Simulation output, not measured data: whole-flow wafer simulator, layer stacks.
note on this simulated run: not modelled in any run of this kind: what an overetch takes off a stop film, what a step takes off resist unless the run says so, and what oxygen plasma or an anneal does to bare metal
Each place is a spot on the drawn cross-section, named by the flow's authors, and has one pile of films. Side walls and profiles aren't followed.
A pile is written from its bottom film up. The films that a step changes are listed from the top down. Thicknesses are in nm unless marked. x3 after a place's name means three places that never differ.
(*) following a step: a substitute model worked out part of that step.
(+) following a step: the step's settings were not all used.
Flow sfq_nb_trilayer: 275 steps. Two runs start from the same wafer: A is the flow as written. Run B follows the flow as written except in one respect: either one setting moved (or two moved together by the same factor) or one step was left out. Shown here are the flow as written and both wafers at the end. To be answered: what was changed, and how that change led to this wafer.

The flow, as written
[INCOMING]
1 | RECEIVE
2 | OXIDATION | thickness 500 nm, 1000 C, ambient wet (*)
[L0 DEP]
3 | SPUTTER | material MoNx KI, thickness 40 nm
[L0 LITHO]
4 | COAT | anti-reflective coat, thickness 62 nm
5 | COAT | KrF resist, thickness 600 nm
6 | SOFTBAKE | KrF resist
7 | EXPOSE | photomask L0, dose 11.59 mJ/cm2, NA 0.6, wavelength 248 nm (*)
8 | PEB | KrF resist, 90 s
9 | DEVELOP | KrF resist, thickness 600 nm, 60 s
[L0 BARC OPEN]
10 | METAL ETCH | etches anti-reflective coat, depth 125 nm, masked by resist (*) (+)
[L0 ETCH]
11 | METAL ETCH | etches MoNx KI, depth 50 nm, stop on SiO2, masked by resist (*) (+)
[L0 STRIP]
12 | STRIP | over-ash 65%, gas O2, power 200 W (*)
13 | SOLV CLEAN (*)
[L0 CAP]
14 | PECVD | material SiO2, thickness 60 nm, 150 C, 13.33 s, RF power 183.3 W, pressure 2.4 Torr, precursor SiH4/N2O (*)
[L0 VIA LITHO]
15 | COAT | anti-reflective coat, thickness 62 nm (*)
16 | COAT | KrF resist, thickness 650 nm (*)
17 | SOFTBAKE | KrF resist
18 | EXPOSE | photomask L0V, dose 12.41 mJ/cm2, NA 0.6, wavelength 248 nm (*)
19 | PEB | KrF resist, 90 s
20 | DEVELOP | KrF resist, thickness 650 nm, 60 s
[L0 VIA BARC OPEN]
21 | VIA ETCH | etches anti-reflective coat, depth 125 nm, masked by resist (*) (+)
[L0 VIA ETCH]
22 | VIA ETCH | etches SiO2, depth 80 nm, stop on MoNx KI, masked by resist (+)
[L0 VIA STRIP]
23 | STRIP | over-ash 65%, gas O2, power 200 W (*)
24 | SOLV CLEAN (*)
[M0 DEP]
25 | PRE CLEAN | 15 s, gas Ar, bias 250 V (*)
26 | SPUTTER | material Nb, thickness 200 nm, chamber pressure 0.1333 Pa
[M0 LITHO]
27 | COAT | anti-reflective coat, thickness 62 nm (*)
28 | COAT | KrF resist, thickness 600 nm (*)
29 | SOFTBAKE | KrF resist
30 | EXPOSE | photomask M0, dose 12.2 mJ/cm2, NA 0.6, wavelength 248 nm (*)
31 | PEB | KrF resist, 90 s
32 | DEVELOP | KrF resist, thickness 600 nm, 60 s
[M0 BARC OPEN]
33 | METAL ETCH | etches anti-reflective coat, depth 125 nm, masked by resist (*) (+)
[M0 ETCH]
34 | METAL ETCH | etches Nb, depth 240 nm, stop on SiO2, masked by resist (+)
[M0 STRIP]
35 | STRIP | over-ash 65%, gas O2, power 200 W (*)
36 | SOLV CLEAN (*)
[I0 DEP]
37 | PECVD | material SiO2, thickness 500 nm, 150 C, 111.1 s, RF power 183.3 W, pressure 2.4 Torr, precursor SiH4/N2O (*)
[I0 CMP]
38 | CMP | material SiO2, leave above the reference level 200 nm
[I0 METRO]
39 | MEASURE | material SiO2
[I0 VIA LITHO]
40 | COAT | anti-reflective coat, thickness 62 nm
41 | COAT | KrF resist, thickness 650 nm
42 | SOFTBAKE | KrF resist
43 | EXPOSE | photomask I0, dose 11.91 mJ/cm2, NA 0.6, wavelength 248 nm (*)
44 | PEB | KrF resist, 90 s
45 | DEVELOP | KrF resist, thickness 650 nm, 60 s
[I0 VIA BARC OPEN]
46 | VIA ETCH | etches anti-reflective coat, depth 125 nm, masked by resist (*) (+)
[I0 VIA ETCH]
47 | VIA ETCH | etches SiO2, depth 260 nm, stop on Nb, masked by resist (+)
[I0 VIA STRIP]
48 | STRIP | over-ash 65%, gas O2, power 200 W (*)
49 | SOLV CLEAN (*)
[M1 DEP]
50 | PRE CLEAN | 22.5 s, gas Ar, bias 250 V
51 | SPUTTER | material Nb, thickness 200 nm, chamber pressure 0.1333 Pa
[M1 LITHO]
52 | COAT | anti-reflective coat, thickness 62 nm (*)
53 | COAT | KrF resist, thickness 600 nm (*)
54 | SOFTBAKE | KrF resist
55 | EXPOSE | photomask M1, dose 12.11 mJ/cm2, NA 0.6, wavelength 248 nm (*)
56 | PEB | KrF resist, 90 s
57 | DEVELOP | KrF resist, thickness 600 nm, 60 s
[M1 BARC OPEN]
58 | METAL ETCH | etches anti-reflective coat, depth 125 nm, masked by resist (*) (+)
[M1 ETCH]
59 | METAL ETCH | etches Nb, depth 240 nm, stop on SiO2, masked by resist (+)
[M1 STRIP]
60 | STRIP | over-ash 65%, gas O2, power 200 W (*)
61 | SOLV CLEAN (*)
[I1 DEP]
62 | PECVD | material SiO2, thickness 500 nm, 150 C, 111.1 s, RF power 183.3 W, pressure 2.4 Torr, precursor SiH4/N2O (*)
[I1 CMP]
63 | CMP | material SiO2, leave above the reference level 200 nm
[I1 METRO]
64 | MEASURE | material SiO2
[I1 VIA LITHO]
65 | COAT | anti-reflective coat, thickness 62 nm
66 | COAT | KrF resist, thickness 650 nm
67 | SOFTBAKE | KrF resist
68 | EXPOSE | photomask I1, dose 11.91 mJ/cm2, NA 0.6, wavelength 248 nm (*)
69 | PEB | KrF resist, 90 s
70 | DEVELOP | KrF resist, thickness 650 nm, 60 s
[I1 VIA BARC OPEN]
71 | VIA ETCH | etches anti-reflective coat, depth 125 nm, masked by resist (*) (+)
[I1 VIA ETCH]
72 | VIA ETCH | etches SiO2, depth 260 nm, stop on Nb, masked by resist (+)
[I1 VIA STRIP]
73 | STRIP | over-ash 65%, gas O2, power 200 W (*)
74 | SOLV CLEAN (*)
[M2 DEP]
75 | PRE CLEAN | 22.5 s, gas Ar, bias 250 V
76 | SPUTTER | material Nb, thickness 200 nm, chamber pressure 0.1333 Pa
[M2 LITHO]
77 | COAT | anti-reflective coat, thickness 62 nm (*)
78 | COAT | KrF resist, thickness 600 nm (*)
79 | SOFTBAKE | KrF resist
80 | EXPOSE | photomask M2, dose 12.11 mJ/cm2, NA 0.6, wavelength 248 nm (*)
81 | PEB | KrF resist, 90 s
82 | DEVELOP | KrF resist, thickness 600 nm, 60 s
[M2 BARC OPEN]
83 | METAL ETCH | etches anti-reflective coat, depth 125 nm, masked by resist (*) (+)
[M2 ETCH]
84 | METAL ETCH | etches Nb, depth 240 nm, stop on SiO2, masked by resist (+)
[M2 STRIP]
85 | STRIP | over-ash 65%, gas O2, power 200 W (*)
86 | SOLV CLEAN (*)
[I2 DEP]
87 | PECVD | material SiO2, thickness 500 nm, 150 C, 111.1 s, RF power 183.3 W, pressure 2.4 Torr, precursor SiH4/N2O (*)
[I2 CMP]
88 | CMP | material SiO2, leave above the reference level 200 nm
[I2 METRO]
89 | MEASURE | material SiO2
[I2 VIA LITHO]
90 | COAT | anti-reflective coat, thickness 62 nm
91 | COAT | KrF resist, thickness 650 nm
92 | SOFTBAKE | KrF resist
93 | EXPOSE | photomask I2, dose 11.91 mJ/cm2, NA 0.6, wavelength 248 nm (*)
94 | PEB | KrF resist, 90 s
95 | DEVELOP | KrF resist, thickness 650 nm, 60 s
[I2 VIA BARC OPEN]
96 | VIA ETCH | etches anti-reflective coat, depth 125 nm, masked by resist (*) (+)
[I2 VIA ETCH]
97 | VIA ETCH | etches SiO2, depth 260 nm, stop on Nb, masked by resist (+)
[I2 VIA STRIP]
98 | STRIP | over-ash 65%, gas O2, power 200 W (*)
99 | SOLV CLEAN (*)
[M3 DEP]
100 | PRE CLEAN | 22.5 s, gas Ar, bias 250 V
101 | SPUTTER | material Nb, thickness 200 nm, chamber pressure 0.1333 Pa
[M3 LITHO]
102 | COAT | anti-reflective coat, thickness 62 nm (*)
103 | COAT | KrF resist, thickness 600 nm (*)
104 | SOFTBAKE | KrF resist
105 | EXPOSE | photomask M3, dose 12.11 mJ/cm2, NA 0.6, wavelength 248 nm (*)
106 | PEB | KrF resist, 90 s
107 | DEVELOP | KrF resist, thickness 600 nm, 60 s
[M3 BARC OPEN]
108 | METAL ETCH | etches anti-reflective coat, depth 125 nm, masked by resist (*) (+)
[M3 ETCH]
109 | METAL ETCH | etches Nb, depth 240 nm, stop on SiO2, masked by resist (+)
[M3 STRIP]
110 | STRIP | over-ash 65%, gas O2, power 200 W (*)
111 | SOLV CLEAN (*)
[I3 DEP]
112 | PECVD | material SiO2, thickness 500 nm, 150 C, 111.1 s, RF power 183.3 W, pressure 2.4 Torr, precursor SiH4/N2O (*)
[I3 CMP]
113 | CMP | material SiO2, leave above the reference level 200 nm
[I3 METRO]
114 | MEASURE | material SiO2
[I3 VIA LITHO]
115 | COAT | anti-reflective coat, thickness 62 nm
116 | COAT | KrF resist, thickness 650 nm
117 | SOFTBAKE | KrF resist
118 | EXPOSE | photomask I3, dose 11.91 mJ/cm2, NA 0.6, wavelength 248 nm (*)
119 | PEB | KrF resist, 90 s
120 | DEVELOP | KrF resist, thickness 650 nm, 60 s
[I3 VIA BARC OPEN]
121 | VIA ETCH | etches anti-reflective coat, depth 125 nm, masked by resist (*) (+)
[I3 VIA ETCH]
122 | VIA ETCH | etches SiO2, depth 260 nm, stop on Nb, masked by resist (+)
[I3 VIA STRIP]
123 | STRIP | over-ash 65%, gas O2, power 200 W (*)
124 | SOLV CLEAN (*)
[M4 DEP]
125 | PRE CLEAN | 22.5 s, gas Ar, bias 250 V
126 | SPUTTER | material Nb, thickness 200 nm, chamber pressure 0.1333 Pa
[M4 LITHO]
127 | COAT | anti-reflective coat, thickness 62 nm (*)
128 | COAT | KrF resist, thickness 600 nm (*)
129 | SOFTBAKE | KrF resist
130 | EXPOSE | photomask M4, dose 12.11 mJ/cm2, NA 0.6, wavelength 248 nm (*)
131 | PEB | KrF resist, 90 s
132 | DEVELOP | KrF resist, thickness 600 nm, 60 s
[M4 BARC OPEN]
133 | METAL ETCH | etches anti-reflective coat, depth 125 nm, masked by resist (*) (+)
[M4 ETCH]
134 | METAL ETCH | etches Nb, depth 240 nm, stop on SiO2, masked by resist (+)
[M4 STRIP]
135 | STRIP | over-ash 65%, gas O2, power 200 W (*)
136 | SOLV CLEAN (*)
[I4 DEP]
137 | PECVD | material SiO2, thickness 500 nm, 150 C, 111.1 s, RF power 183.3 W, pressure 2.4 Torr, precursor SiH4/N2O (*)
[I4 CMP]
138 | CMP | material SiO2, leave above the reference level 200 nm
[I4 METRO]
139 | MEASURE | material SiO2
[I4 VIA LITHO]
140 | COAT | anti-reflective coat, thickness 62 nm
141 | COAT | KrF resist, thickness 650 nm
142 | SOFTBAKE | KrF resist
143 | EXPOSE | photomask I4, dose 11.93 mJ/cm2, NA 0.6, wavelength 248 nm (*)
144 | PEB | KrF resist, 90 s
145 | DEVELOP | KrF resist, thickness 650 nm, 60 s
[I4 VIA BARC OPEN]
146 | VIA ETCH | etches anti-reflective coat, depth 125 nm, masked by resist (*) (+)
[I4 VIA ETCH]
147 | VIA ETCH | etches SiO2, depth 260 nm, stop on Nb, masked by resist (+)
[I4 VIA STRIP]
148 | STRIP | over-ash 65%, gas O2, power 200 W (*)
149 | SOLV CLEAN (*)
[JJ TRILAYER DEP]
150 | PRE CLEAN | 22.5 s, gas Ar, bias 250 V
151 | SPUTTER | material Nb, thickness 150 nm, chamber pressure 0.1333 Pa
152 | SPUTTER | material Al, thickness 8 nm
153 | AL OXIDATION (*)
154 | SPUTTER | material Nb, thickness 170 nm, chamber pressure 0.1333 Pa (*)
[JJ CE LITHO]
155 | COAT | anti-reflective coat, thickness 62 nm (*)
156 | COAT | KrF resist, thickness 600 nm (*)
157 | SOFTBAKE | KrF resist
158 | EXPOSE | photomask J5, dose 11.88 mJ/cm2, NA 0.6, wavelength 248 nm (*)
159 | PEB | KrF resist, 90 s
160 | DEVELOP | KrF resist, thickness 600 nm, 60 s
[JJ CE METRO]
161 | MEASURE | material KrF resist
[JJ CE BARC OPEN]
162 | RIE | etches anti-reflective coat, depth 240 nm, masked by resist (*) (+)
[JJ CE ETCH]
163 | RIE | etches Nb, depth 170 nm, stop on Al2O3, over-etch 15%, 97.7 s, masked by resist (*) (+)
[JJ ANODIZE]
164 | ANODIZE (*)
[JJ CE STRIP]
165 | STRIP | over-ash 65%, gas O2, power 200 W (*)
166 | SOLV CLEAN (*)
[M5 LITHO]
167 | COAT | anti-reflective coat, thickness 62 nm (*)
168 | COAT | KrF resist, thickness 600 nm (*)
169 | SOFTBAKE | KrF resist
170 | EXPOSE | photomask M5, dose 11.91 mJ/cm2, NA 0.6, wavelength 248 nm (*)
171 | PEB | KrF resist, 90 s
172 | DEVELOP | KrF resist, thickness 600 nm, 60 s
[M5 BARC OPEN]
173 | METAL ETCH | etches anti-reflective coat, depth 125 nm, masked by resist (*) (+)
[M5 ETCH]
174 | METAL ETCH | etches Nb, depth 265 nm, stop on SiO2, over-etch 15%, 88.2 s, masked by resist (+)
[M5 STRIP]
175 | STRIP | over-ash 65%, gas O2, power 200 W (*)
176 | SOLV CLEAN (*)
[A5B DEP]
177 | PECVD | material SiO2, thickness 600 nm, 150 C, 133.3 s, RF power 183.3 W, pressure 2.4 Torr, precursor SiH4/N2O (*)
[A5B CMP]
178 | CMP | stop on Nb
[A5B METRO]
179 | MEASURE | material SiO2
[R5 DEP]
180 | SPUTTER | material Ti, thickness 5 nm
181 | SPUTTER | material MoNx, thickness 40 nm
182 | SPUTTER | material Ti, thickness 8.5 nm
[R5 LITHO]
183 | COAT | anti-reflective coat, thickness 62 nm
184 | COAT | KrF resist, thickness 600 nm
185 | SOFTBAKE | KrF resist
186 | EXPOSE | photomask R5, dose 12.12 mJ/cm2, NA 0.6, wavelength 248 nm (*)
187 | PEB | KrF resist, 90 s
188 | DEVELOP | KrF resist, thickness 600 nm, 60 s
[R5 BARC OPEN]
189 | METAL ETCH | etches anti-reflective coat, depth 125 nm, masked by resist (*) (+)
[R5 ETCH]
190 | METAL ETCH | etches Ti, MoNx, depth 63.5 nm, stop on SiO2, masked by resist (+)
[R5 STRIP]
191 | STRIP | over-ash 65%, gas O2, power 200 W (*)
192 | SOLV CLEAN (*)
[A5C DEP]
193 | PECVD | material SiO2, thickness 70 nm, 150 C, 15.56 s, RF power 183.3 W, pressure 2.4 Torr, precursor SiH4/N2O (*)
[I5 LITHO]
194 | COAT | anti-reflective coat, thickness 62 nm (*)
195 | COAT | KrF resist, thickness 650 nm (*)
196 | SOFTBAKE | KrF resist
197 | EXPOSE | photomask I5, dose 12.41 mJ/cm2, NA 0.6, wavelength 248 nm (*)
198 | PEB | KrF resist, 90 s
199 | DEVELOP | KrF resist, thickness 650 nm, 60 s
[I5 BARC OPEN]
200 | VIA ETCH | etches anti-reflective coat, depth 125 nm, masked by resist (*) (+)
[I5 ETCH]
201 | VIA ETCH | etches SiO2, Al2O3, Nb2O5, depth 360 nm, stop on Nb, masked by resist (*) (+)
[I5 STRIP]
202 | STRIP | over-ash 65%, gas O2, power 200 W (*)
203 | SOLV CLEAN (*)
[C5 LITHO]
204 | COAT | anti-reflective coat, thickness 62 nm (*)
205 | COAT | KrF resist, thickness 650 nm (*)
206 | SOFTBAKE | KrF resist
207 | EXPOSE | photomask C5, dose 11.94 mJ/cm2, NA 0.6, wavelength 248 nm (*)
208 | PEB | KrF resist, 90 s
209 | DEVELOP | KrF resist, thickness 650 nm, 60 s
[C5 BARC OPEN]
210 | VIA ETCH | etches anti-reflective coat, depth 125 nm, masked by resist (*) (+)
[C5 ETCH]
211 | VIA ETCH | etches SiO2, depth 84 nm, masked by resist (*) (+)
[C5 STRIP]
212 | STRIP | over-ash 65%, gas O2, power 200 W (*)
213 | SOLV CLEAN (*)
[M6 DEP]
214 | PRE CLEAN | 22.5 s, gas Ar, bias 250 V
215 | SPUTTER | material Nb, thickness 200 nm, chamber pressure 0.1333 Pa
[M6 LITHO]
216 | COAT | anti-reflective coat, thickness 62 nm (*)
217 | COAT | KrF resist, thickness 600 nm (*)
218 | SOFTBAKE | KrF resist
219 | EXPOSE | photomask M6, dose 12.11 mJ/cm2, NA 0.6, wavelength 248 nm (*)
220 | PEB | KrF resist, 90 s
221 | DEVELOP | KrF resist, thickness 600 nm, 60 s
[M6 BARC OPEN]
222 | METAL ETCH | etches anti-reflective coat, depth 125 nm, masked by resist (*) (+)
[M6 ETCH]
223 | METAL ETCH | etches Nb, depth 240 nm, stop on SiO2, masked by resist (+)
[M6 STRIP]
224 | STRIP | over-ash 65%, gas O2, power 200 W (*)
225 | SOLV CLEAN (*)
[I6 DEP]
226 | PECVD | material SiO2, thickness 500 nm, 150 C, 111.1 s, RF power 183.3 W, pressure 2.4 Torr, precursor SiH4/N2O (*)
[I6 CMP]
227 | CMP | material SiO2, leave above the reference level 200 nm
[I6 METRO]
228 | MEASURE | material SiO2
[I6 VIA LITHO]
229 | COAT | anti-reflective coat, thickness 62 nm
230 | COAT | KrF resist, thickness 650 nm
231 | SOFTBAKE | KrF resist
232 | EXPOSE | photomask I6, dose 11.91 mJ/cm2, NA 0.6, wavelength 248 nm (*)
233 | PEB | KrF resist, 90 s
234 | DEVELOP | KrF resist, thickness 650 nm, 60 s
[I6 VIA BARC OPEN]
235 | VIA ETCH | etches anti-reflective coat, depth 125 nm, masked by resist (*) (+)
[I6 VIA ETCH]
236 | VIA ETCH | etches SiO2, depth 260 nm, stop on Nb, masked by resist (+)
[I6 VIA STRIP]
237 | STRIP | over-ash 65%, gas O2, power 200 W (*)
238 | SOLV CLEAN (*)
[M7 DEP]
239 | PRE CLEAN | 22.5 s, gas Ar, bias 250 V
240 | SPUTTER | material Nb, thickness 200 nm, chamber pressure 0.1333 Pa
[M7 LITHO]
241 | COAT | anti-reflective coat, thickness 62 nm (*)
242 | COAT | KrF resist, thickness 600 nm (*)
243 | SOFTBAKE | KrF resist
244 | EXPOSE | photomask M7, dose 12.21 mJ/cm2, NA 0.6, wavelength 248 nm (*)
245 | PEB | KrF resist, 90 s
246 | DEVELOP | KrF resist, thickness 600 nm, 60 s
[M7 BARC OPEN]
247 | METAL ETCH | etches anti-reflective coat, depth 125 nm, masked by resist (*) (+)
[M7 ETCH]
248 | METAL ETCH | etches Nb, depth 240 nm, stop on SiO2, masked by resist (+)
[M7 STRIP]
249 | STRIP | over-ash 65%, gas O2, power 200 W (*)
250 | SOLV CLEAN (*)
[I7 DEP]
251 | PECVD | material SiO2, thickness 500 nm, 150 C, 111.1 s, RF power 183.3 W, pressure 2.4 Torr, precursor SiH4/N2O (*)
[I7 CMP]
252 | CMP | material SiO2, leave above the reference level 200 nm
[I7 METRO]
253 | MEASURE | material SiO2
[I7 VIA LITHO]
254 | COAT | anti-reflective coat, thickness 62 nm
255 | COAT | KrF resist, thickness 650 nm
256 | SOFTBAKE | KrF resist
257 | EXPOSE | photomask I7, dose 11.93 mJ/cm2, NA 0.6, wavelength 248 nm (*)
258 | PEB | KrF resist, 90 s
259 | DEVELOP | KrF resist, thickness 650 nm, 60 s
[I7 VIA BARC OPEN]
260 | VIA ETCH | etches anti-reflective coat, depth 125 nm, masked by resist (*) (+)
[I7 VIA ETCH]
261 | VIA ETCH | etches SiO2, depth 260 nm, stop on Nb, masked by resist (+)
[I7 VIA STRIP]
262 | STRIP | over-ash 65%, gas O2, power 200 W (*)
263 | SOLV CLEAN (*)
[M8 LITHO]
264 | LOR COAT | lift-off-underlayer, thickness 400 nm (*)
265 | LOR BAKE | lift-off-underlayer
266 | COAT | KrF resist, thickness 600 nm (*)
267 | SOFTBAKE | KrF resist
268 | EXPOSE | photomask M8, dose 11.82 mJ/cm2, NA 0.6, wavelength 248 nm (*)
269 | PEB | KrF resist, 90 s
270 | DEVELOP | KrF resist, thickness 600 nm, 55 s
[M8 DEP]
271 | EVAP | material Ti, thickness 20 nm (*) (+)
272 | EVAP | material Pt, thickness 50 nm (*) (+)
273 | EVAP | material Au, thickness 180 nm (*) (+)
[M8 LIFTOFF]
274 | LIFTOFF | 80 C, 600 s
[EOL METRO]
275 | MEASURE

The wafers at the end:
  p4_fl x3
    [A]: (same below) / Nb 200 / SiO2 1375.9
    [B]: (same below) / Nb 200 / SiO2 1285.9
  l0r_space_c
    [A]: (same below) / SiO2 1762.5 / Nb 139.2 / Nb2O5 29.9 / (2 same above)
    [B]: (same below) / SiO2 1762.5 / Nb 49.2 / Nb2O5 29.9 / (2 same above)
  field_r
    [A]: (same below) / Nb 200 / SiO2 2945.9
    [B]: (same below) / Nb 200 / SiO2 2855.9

The reason: step 151, SPUTTER: thickness 60 nm was run, while the flow as written has thickness 150 nm.

How this came from the change, step by step:
  151 | SPUTTER | material Nb, thickness 150 nm, chamber pressure 0.1333 Pa
      field_l, v_sur, via_sp and 100 more: A Nb gains 150 (new film) | B Nb gains 60 (new film)
      via_wl, via_wr: A Nb gains 130.4 | B Nb gains 42.9
      (and at 1 other place as well)
  152 | SPUTTER | material Al, thickness 8 nm
      via_wl, via_wr: A Al gains 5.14 (new film) | B Al gains 5.72 (new film)
  154 | SPUTTER | material Nb, thickness 170 nm, chamber pressure 0.1333 Pa (*)
      via_wl, via_wr: A Nb gains 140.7 (new film) | B Nb gains 143.7 (new film)
      via_w: A Nb gains 141 (new film) | B Nb gains 145.8 (new film)
  155 | COAT | anti-reflective coat, thickness 62 nm (*)
      via_wl, via_wr: A anti-reflective coat gains 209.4 (new film) | B anti-reflective coat gains 222.9 (new film)
      via_w: A anti-reflective coat gains 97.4 (new film) | B anti-reflective coat gains 102.3 (new film)
  156 | COAT | KrF resist, thickness 600 nm (*)
      via_wl: A KrF resist gains 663 (new film) | B KrF resist gains 648.3 (new film)
      via_w: A KrF resist gains 763.8 (new film) | B KrF resist gains 744.1 (new film)
      (and at 1 other place as well)
  160 | DEVELOP | KrF resist, thickness 600 nm, 60 s
      via_wl: A KrF resist loses 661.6 (all of it) | B KrF resist loses 647 (all of it)
      via_w: A KrF resist loses 762.1 (all of it) | B KrF resist loses 742.5 (all of it)
      (and at 1 other place as well)
  162 | RIE | etches anti-reflective coat, depth 240 nm, masked by resist (*) (+)
      ce_l, c5j, ce_r, wl_jj: A KrF resist loses 209.4 | B KrF resist loses 222.9
      via_wl, via_wr: A anti-reflective coat loses 209.4 (all of it) | B anti-reflective coat loses 222.9 (all of it)
      (and at 1 other place as well)
  163 | RIE | etches Nb, depth 170 nm, stop on Al2O3, over-etch 15%, 97.7 s, masked by resist (*) (+)
      via_wl, via_wr: A Nb loses 140.7 (all of it), Al2O3 loses 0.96 (all of it) | B Nb loses 143.7 (all of it), Al2O3 loses 0.96 (all of it)
      via_w: A Nb loses 141 (all of it), Al2O3 loses 0.96 (all of it) | B Nb loses 145.8 (all of it), Al2O3 loses 0.96 (all of it)
  164 | ANODIZE (*)
      via_wl, via_wr: A Al2O3 gains 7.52 (new film), Nb2O5 gains 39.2 (new film), Al loses 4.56 (all of it), Nb loses 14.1 | B Al2O3 gains 8.48 (new film), Nb2O5 gains 37.5 (new film), Al loses 5.14 (all of it), Nb loses 13.5
      via_w: A Al2O3 gains 10.8 (new film), Nb2O5 gains 33.3 (new film), Al loses 6.54 (all of it), Nb loses 12 | B Al2O3 gains 11.2 (new film), Nb2O5 gains 32.5 (new film), Al loses 6.82 (all of it), Nb loses 11.7
  165 | STRIP | over-ash 65%, gas O2, power 200 W (*)
      ce_l: A KrF resist loses 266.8 (all of it), anti-reflective coat loses 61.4 (all of it) | B KrF resist loses 253.4 (all of it), anti-reflective coat loses 61.5 (all of it)
      c5j: A KrF resist loses 266.9 (all of it), anti-reflective coat loses 61.5 (all of it) | B KrF resist loses 253.4 (all of it), anti-reflective coat loses 61.5 (all of it)
      (and at 2 other places as well)
  167 | COAT | anti-reflective coat, thickness 62 nm (*)
      via_w: A anti-reflective coat gains 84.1 (new film) | B anti-reflective coat gains 79.1 (new film)
      ce_l: A anti-reflective coat gains 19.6 (new film) | B anti-reflective coat gains 18.8 (new film)
      (and at 1 other place as well)
  174 | METAL ETCH | etches Nb, depth 265 nm, stop on SiO2, over-etch 15%, 88.2 s, masked by resist (+)
      field_l, r_sur, res and 50 more: A Al2O3 loses 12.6 (all of it), Nb2O5 loses 29.9 (all of it), Nb loses 139.2 (all of it), SiO2 loses 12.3 | B Al2O3 loses 12.6 (all of it), Nb2O5 loses 29.9 (all of it), Nb loses 49.2 (all of it), SiO2 loses 21.3
  175 | STRIP | over-ash 65%, gas O2, power 200 W (*)
      via_w: A KrF resist loses 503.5 (all of it), anti-reflective coat loses 84.1 (all of it) | B KrF resist loses 495.6 (all of it), anti-reflective coat loses 79.1 (all of it)
      ce_l: A KrF resist loses 299.6 (all of it), anti-reflective coat loses 19.6 (all of it) | B KrF resist loses 300.4 (all of it), anti-reflective coat loses 18.8 (all of it)
      (and at 1 other place as well)
  178 | CMP | stop on Nb
      field_l, p4_fl x3, p4_w1 x9 and 29 more: A SiO2 loses 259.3 | B SiO2 loses 340.3
      r_sur, res, r_end, moat, field_r, lsp_l: A SiO2 loses 252.3 | B SiO2 loses 340.3
      (and at 8 other places as well)
